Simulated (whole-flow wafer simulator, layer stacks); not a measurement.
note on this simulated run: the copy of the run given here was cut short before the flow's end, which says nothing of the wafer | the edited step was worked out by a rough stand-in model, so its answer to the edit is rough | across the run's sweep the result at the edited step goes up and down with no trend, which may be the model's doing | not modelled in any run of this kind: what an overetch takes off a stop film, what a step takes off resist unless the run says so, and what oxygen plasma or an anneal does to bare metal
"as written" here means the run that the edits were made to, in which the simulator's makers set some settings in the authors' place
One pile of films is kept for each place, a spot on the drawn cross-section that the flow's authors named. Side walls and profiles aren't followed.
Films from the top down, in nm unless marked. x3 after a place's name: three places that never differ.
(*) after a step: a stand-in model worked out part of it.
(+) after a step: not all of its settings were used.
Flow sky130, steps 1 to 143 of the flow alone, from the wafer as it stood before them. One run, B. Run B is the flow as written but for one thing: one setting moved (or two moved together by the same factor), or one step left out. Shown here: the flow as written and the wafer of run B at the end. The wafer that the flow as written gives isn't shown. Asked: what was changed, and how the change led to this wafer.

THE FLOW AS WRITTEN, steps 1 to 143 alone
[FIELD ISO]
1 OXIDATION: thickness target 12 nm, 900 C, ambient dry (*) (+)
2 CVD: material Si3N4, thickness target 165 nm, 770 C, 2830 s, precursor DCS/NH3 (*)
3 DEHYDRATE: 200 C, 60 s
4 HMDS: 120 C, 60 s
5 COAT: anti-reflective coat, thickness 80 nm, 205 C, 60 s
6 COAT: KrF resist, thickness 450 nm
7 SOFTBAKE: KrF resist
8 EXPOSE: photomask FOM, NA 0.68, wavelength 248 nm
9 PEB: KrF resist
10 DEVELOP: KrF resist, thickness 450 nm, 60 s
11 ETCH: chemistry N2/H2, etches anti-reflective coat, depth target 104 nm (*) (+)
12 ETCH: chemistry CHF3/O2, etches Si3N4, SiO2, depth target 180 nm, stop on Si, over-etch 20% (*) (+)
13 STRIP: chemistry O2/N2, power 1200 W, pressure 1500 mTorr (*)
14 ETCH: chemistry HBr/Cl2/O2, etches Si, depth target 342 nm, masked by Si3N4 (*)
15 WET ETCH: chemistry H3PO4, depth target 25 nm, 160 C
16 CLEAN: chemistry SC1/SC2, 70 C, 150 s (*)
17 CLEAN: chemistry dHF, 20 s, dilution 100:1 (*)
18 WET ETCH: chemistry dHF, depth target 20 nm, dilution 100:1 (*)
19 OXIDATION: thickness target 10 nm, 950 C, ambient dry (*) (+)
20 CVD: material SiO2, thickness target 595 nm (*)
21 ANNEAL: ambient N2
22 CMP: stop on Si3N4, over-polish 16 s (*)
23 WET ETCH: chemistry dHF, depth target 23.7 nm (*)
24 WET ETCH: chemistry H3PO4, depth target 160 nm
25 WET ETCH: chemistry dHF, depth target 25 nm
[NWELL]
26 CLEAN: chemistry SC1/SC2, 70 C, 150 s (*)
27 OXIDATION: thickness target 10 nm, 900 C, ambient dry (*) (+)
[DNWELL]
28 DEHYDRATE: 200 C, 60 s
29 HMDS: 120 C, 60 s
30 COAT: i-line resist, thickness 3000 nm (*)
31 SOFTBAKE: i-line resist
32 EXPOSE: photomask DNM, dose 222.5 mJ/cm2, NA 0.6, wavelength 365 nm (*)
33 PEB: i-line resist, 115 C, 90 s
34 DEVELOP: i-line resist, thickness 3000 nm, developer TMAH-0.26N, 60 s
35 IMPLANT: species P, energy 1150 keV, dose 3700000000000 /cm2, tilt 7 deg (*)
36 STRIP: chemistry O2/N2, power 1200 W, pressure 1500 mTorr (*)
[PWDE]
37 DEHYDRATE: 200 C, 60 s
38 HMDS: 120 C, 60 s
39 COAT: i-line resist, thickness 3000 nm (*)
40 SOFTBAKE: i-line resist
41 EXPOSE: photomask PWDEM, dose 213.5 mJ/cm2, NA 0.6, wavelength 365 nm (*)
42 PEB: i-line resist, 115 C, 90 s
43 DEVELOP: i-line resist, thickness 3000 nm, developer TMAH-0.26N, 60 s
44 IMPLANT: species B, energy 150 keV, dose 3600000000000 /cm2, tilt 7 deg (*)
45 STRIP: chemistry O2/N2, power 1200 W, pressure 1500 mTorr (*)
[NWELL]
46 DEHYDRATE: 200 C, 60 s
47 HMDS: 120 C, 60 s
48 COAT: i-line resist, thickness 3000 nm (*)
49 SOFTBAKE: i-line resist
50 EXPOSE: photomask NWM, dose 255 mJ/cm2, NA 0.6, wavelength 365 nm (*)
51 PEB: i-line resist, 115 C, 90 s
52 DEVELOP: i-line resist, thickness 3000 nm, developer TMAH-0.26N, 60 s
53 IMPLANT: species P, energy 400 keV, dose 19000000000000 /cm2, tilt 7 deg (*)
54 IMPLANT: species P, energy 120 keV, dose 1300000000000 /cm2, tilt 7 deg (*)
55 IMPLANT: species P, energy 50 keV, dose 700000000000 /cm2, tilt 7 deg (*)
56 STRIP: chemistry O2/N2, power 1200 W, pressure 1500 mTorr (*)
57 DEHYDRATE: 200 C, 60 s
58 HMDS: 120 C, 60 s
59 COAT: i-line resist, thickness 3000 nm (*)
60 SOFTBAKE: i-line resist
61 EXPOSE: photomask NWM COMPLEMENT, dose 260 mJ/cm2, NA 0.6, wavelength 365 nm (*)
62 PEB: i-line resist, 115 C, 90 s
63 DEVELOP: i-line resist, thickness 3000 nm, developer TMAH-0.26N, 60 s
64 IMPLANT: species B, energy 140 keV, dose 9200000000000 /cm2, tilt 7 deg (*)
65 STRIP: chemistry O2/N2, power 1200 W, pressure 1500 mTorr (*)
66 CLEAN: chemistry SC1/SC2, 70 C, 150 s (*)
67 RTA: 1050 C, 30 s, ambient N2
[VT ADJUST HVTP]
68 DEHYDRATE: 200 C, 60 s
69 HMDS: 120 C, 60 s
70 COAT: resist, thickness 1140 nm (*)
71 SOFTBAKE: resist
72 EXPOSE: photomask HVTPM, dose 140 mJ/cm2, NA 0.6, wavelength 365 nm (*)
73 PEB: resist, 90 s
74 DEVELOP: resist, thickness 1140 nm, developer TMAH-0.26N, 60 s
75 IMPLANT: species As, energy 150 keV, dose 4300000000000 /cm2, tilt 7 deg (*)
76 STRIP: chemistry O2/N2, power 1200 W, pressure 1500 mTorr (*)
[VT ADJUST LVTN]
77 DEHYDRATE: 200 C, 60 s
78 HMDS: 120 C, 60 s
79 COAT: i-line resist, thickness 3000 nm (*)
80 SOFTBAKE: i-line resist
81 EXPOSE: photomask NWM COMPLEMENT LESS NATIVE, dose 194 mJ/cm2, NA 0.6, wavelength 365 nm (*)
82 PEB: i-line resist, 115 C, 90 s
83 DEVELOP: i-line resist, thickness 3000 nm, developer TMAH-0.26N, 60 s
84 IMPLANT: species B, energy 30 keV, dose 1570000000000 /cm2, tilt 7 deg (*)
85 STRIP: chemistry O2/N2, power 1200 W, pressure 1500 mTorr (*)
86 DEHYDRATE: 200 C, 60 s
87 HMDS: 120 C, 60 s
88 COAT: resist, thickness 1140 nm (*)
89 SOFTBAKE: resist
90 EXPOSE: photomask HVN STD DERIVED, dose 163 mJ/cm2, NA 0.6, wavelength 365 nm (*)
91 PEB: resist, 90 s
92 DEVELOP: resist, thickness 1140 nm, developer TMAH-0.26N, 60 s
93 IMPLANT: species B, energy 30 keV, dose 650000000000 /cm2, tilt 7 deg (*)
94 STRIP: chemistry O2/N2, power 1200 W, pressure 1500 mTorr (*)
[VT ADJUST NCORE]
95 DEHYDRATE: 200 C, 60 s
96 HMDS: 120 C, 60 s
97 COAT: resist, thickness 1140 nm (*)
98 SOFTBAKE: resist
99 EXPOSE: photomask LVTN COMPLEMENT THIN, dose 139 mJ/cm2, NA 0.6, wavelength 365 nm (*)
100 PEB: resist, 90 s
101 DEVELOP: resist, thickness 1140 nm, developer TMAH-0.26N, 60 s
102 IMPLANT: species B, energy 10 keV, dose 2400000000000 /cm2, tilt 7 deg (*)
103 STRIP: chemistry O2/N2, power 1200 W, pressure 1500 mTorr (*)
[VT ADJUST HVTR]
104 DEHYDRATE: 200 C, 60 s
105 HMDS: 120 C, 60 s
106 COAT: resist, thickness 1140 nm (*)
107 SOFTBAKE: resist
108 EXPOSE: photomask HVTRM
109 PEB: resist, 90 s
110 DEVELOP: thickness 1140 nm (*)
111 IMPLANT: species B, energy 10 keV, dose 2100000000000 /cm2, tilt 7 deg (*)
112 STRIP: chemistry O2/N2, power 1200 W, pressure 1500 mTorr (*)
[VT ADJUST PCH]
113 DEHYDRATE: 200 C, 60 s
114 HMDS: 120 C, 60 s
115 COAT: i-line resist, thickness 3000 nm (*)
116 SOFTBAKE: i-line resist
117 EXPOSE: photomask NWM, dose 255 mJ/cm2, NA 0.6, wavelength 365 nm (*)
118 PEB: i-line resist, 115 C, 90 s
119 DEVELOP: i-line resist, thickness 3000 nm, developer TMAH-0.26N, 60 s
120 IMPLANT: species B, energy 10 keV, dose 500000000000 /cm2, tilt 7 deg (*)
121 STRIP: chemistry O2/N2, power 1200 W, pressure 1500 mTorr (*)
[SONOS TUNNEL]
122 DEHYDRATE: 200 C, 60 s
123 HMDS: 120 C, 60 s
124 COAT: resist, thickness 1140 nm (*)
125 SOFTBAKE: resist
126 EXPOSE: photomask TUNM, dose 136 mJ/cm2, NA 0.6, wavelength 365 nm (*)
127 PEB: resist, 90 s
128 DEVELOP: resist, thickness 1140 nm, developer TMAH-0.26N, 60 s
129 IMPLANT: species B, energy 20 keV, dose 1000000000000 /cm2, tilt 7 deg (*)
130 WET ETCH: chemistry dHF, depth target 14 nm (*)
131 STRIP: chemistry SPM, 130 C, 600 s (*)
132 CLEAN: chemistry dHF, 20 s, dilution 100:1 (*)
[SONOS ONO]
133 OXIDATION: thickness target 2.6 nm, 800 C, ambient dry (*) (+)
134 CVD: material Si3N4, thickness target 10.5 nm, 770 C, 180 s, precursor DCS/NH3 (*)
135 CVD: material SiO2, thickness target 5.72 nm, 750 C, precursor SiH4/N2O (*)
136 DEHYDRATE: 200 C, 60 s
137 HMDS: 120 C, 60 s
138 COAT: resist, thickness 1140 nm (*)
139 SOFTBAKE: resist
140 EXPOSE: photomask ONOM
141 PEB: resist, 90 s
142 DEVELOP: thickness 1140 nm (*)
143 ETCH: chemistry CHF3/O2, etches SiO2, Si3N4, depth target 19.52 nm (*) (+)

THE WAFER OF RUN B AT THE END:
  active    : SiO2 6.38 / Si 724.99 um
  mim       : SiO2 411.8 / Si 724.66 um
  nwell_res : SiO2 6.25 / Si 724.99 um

The cause: step 133, OXIDATION: thickness target 1.43 nm was run, where the flow has thickness target 2.6 nm.

How the change led to this, step by step:
  133 OXIDATION: thickness target 2.6 nm, 800 C, ambient dry (*) (+)
      active, p_well x5, gate and 67 more: SiO2 +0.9, Si -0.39 (as written it would be: SiO2 +1.76, Si -0.77)
      nwell_res, pplus_nw, gate_p and 22 more: SiO2 +0.9, Si -0.4 (as written it would be: SiO2 +1.77, Si -0.78)
      (and at 4 more places)
  143 ETCH: chemistry CHF3/O2, etches SiO2, Si3N4, depth target 19.52 nm (*) (+)
      n_well, sonos_sd: SiO2 -5.72 (all of it), Si3N4 -10.5 (all of it), SiO2 -1.43 (all of it), Si -0.37 (as written it would be: SiO2 -5.72 (all of it), Si3N4 -10.5 (all of it), SiO2 -2.6 (all of it), Si -0.14)
